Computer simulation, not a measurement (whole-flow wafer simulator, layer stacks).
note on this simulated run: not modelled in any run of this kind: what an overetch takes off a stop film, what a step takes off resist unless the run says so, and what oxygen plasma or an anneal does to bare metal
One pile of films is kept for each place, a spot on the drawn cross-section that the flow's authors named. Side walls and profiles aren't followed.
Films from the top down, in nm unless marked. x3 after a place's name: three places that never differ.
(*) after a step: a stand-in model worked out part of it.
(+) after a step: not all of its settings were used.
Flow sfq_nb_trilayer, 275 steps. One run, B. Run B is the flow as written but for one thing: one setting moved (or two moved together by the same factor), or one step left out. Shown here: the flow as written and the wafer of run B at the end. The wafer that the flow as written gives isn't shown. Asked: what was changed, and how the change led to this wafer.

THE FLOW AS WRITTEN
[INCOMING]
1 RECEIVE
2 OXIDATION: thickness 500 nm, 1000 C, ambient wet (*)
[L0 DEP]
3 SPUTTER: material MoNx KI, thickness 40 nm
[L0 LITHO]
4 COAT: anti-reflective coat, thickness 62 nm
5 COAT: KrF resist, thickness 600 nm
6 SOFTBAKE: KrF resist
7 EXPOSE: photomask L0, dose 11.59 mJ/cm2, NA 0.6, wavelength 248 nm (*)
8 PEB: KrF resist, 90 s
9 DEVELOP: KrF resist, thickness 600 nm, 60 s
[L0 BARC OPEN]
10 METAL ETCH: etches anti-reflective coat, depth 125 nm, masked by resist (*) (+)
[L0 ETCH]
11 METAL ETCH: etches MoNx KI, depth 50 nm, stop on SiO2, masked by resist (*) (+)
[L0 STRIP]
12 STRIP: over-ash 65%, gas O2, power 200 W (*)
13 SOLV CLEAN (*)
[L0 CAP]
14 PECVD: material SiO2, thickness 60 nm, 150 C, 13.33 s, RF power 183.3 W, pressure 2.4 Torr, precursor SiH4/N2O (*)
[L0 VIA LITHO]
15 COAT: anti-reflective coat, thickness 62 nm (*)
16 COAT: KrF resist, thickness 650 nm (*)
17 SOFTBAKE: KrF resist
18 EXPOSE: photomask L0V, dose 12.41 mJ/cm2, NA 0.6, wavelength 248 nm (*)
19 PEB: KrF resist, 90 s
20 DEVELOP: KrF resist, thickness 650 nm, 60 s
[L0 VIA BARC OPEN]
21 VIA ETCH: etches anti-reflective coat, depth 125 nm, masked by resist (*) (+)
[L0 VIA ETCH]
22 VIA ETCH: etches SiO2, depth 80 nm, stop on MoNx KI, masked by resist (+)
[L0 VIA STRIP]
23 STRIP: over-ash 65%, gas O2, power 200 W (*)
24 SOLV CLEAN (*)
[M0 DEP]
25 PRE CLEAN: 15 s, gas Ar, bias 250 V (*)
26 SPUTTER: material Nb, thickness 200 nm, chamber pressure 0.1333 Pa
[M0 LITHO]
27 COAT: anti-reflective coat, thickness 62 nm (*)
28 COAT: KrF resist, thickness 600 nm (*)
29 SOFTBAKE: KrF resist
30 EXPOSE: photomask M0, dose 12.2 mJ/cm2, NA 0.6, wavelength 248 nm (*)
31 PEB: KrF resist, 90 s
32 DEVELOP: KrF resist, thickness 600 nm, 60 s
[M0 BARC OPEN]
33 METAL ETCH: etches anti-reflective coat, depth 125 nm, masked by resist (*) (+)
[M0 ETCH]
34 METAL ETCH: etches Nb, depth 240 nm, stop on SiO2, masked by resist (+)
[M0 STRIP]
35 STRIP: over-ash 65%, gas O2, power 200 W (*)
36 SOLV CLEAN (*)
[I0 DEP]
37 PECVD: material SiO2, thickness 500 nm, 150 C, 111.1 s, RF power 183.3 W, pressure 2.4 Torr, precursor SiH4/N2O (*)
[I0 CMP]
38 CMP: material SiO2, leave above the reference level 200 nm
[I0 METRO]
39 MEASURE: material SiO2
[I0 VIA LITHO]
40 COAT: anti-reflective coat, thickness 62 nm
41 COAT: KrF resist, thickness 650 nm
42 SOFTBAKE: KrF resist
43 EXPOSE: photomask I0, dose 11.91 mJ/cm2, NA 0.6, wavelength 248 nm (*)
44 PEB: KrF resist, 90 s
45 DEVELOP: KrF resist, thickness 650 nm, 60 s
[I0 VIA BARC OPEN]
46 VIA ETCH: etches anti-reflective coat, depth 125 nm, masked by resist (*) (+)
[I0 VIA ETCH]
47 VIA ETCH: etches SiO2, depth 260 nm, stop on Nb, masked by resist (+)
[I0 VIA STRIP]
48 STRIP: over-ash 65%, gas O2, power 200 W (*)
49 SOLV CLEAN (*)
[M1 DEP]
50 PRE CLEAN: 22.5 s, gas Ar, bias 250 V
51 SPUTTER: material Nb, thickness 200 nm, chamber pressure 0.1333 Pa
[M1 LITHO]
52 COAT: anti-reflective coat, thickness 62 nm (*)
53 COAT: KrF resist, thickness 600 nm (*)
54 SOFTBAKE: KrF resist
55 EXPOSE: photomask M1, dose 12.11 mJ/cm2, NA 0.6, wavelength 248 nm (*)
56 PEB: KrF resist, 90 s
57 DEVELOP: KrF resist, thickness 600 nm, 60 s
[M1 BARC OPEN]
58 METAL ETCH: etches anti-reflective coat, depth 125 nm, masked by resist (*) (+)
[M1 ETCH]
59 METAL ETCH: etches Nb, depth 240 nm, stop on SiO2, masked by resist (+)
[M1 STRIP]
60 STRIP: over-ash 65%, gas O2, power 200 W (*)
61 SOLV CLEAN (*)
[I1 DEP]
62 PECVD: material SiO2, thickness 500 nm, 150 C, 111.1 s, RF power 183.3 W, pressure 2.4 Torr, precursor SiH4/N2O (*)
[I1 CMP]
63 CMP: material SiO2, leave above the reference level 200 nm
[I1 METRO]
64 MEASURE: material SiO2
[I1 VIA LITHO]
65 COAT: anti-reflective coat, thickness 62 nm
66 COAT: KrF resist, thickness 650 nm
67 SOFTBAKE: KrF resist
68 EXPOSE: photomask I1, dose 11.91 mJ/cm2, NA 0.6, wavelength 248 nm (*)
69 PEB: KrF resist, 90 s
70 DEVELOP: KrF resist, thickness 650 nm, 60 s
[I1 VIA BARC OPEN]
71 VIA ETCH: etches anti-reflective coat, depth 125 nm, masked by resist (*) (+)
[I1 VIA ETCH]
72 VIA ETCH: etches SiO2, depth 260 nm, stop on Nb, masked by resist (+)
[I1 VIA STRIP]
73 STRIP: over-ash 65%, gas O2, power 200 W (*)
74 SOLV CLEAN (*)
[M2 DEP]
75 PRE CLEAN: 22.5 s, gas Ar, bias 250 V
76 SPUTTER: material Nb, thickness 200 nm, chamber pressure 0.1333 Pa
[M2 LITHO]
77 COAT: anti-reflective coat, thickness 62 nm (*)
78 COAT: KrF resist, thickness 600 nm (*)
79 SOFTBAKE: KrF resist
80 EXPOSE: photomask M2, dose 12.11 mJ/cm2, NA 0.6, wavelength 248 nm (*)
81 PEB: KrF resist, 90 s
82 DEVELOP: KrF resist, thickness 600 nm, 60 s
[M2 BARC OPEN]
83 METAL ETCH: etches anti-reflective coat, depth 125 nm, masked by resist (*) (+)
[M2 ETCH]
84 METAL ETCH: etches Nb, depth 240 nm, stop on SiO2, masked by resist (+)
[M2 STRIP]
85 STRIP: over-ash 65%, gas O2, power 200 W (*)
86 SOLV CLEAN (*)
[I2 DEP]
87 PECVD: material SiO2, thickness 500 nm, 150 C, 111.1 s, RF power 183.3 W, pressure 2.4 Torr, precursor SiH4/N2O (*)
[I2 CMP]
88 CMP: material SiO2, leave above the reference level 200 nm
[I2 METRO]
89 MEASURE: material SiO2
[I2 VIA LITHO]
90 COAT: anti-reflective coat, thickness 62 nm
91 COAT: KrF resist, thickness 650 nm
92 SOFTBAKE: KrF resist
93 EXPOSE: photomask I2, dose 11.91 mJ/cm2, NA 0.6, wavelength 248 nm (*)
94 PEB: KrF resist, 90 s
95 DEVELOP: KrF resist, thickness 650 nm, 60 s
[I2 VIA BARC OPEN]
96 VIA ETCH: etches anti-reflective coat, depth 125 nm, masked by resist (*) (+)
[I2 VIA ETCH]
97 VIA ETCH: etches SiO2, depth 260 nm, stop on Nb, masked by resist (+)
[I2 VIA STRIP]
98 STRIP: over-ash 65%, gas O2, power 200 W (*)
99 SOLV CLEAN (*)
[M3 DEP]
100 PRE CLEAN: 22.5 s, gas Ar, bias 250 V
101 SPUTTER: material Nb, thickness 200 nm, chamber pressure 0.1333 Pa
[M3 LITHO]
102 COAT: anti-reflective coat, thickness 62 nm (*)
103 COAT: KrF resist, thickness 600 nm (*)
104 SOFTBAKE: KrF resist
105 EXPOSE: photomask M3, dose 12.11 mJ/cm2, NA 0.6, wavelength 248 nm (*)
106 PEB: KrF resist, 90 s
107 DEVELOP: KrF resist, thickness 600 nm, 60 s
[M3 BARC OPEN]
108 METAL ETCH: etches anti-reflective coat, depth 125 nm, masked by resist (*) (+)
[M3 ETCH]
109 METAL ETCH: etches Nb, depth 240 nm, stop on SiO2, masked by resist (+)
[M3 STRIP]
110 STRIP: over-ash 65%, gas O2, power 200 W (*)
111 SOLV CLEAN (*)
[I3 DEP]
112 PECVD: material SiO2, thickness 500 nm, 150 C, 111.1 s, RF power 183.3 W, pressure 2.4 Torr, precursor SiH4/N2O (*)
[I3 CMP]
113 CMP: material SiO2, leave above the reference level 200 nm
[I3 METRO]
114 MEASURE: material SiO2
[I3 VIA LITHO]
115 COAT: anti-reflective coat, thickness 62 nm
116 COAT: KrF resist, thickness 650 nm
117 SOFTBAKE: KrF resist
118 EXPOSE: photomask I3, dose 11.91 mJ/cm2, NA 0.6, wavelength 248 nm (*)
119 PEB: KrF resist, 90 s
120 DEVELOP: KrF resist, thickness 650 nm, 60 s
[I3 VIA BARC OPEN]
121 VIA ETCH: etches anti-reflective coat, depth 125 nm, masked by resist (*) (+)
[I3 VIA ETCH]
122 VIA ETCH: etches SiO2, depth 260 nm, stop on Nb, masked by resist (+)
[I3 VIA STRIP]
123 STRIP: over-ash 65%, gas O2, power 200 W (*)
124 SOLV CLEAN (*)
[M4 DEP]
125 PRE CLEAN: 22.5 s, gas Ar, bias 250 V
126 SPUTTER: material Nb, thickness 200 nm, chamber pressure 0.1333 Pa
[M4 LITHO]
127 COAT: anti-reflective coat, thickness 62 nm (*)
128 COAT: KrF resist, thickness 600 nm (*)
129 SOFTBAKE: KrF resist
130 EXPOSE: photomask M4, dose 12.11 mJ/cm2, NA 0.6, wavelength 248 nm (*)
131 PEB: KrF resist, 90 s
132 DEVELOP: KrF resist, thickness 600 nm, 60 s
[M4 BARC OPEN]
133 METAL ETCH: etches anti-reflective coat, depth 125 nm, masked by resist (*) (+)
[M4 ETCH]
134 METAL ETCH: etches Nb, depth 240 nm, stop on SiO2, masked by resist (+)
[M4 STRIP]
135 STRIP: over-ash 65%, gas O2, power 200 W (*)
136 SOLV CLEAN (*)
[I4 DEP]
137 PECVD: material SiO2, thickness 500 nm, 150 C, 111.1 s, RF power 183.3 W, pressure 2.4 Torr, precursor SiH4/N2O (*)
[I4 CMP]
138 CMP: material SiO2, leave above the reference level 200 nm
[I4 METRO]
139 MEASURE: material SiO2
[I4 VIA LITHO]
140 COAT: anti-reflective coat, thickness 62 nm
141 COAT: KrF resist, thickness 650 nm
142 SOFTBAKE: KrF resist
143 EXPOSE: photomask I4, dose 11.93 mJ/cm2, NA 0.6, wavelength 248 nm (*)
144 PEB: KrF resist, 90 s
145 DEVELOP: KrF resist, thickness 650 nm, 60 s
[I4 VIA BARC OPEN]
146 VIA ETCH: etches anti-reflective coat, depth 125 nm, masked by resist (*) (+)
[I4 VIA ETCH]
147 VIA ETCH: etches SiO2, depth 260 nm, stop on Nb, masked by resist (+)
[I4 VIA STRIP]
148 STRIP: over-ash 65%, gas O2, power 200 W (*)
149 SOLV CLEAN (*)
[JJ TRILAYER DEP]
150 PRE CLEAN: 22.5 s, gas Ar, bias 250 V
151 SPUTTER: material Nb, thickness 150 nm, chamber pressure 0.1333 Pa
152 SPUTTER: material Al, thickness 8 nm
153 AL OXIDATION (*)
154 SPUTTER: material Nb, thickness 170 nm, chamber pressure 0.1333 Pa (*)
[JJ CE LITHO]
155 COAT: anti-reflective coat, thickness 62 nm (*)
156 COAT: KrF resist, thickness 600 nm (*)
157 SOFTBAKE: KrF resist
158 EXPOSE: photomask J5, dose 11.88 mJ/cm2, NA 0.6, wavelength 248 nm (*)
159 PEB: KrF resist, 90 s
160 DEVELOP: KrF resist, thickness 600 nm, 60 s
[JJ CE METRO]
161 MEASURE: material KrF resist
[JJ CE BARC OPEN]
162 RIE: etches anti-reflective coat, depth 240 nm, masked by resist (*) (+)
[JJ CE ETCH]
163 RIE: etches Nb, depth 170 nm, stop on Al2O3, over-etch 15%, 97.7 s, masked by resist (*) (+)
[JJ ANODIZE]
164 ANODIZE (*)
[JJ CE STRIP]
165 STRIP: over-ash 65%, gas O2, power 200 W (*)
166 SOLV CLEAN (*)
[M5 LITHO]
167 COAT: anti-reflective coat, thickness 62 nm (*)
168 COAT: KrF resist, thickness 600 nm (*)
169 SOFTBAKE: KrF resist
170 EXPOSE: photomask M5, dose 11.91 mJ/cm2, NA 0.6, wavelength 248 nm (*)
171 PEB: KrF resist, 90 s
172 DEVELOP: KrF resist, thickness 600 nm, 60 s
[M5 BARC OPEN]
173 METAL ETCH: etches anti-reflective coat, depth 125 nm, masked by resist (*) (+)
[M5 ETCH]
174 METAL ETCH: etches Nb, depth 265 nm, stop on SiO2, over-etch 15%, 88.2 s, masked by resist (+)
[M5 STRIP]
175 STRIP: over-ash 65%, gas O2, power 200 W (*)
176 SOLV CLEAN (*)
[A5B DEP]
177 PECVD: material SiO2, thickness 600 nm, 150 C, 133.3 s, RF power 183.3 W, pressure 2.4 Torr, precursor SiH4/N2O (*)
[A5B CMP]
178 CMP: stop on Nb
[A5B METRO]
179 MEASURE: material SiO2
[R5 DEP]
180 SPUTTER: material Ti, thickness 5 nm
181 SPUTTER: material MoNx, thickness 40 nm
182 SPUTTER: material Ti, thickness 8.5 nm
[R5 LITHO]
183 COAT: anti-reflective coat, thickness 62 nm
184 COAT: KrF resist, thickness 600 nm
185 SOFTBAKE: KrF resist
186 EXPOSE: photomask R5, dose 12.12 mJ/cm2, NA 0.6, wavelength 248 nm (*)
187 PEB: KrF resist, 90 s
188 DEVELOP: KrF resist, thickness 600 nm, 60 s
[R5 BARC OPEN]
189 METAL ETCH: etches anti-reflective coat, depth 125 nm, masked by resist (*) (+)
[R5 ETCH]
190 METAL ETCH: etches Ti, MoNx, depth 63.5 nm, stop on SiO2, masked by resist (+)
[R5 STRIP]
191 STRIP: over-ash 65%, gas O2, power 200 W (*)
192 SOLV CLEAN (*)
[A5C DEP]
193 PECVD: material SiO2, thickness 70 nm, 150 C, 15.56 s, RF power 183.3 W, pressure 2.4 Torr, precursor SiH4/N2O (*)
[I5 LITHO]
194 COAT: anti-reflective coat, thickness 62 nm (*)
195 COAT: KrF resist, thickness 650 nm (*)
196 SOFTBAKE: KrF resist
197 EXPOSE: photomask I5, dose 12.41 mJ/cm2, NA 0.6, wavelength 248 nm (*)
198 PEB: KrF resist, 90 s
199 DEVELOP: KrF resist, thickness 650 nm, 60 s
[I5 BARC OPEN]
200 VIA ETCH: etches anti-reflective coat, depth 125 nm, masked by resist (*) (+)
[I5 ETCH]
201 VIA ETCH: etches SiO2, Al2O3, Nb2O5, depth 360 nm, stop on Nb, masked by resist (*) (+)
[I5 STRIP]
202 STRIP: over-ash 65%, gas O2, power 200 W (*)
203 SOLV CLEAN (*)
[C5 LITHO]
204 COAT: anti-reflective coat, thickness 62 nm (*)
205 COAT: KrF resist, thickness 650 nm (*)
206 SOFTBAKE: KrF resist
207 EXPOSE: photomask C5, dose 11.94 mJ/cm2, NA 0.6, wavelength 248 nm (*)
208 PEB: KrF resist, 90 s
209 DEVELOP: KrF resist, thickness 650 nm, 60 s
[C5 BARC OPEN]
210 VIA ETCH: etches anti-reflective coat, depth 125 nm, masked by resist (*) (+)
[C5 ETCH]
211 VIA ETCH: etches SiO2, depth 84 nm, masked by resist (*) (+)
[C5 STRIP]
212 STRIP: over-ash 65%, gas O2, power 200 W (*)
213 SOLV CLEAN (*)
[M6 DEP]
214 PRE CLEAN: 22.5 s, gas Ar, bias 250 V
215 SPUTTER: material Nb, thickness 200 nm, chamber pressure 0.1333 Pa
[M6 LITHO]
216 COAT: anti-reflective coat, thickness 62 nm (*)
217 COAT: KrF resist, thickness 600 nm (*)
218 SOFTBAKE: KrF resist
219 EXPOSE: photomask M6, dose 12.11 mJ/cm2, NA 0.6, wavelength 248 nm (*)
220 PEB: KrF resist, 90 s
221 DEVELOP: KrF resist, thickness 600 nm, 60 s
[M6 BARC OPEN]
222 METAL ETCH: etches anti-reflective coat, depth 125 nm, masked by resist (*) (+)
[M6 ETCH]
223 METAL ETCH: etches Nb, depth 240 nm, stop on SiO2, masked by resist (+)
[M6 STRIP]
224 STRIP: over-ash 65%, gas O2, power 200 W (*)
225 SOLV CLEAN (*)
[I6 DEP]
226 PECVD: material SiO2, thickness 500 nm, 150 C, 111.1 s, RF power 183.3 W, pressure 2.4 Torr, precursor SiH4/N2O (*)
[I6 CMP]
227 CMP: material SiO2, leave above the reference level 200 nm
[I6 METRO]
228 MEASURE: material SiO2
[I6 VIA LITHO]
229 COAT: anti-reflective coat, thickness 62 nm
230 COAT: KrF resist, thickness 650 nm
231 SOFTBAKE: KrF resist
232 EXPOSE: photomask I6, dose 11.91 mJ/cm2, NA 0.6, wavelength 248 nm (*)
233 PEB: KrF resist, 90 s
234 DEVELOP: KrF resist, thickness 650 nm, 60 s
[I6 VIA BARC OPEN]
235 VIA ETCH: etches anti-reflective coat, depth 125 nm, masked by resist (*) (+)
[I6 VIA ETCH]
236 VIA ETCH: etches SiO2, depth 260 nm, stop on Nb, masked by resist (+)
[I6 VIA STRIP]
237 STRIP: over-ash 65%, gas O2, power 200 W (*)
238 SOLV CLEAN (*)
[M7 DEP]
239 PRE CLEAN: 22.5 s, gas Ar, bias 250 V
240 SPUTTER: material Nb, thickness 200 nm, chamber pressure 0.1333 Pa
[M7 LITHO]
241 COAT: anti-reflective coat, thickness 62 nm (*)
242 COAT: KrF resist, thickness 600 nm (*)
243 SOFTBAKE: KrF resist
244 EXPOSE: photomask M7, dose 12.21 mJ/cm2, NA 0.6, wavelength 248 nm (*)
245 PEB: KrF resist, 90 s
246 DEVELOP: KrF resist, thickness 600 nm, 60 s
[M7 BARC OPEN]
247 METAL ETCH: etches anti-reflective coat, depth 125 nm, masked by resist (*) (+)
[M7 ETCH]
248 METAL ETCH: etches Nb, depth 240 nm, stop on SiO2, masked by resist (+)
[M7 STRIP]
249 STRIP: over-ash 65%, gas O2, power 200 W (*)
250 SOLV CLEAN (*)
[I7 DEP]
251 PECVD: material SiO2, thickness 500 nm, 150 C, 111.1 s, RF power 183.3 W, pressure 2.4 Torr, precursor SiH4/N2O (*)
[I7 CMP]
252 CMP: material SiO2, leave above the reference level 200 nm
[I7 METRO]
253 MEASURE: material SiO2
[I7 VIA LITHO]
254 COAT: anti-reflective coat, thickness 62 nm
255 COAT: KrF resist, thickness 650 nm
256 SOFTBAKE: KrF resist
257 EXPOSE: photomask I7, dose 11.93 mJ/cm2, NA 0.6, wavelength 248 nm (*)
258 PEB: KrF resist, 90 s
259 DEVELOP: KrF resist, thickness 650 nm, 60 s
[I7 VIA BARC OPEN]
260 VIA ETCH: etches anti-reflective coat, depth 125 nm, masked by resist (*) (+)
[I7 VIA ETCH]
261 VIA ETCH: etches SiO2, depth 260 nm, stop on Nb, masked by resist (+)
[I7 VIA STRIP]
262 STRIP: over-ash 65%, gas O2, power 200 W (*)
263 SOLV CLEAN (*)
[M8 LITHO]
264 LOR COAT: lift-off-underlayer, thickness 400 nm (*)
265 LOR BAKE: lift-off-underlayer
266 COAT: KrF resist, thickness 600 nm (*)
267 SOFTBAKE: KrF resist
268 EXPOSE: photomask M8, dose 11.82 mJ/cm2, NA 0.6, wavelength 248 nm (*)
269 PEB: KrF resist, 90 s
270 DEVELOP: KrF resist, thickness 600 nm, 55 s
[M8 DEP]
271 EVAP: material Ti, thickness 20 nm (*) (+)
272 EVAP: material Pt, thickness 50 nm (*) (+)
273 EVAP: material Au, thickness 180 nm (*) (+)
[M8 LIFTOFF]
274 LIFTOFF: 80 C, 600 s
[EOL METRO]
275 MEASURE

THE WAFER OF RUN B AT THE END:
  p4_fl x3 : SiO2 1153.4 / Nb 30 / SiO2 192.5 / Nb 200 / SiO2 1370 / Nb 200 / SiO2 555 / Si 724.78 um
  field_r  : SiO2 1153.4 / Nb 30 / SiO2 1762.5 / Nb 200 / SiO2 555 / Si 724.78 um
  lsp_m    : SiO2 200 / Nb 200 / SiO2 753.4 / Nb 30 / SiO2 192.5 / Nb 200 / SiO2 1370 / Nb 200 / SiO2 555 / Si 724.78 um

The cause: step 174, METAL ETCH: depth 132 nm was run, where the flow has depth 265 nm.

How the change led to this, step by step:
  174 METAL ETCH: etches Nb, depth 265 nm, stop on SiO2, over-etch 15%, 88.2 s, masked by resist (+)
      field_l, r_sur, res and 50 more: Al2O3 -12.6 (all of it), Nb2O5 -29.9 (all of it), Nb -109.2 (as written it would be: Al2O3 -12.6 (all of it), Nb2O5 -29.9 (all of it), Nb -139.2 (all of it), SiO2 -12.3)
      v_sur, via_wl, via_w and 50 more: KrF resist -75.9 (as written it would be: KrF resist -152.4)
  175 STRIP: over-ash 65%, gas O2, power 200 W (*)
      l0r_line_l, l0r_line_c, l0r_space_c and 27 more: KrF resist -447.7 (all of it), anti-reflective coat -62 (all of it) (as written it would be: KrF resist -371.2 (all of it), anti-reflective coat -62 (all of it))
      v_sur: KrF resist -425.6 (all of it), anti-reflective coat -44.9 (all of it) (as written it would be: KrF resist -349.2 (all of it), anti-reflective coat -44.9 (all of it))
      (and at 22 more places)
  177 PECVD: material SiO2, thickness 600 nm, 150 C, 133.3 s, RF power 183.3 W, pressure 2.4 Torr, precursor SiH4/N2O (*)
      field_l, p4_fl x3, p4_w1 x9 and 29 more: SiO2 +600 (new film) (as written it would be: SiO2 +600)
      r_sur, res, r_end, moat, field_r, lsp_l: SiO2 +600 (new film) (as written it would be: SiO2 +592.9)
      (and at 5 more places)
  178 CMP: stop on Nb
      field_l, p4_fl x3, p4_w1 x9 and 29 more: SiO2 -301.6 (as written it would be: SiO2 -259.3)
      r_sur, res, r_end, moat, field_r, lsp_l: SiO2 -301.6 (as written it would be: SiO2 -252.3)
      (and at 5 more places)
Counting metal films that touch as one body, p4_fl x3 has 3 bodies (between them, from the top down: SiO2 192.5; SiO2 1370); the flow as written gives 2 bodies (between them, from the top down: SiO2 1370).
Counting metal films that touch as one body, field_r has 2 bodies (between them, from the top down: SiO2 1762.5); the flow as written gives 1 body.
Counting metal films that touch as one body, lsp_m has 4 bodies (between them, from the top down: SiO2 753.4; SiO2 192.5; SiO2 1370); the flow as written gives 3 bodies (between them, from the top down: SiO2 975.9; SiO2 1370).
